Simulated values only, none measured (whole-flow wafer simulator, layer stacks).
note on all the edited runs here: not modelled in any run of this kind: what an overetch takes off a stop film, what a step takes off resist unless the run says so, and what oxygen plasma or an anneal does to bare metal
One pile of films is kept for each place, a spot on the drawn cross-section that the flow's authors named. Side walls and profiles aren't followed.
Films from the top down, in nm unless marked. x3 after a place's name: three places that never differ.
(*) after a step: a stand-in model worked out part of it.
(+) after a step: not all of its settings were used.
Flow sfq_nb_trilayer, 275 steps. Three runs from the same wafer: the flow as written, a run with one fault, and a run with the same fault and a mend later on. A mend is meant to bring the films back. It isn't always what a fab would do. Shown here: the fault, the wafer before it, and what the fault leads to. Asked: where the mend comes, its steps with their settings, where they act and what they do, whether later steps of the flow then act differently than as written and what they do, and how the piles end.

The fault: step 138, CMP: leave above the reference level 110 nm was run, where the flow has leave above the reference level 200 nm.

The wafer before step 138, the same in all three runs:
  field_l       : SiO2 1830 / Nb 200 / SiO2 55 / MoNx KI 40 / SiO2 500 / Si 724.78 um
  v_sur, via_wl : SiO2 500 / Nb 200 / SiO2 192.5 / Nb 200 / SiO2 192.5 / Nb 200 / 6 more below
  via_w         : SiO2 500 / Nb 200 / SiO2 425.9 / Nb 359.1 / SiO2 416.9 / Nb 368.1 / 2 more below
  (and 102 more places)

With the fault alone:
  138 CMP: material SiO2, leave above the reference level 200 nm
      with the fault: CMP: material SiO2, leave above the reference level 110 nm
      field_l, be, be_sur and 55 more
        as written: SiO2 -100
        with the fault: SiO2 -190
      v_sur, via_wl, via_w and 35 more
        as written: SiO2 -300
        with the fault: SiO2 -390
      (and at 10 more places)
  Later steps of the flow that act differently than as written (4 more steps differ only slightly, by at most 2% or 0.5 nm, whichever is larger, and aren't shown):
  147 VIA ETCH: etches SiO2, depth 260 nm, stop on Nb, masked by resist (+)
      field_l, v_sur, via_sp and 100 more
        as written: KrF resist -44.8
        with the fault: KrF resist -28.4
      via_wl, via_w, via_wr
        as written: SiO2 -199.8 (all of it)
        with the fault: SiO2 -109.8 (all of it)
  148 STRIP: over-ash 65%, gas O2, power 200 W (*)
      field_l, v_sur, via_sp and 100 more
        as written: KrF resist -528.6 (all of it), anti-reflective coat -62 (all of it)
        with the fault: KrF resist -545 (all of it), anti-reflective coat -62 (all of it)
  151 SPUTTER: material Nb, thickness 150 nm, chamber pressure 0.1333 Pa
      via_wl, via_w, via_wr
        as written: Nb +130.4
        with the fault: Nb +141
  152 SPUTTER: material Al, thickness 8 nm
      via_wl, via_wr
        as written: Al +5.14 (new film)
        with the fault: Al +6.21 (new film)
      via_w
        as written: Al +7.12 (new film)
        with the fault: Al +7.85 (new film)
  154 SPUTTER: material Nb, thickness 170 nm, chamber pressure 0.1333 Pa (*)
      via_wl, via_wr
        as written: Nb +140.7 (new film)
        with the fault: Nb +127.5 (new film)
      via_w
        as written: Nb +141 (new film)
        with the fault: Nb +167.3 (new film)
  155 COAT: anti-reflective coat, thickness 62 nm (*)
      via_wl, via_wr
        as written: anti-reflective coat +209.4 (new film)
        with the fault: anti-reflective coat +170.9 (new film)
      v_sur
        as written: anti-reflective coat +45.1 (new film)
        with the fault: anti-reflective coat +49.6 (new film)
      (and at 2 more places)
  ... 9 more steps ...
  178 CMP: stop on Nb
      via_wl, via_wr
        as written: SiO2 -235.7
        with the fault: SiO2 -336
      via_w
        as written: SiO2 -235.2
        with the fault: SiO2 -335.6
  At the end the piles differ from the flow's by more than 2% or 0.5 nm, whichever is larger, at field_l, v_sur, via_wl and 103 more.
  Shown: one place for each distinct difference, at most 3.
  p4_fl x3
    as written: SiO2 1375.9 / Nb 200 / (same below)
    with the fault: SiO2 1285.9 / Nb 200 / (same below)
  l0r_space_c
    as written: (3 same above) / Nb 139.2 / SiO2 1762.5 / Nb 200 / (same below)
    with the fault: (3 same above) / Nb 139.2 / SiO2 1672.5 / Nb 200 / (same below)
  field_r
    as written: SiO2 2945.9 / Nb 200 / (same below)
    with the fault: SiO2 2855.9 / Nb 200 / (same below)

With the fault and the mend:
  The mend comes after step 139.
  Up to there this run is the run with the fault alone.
  139a PECVD: material SiO2, thickness 90 nm, 150 C, 20 s, RF power 183.3 W, pressure 2.4 Torr, precursor SiH4/N2O (the flow's step 137 once more, with other settings)
      field_l, v_sur, via_wl and 103 more
        SiO2 +90
  No later step of the flow acts differently than as written, at any place that is followed, by more than 2% or 0.5 nm, whichever is larger.
  At the end the piles differ from the flow's only slightly at the places that both follow, by at most 2% or 0.5 nm, whichever is larger.
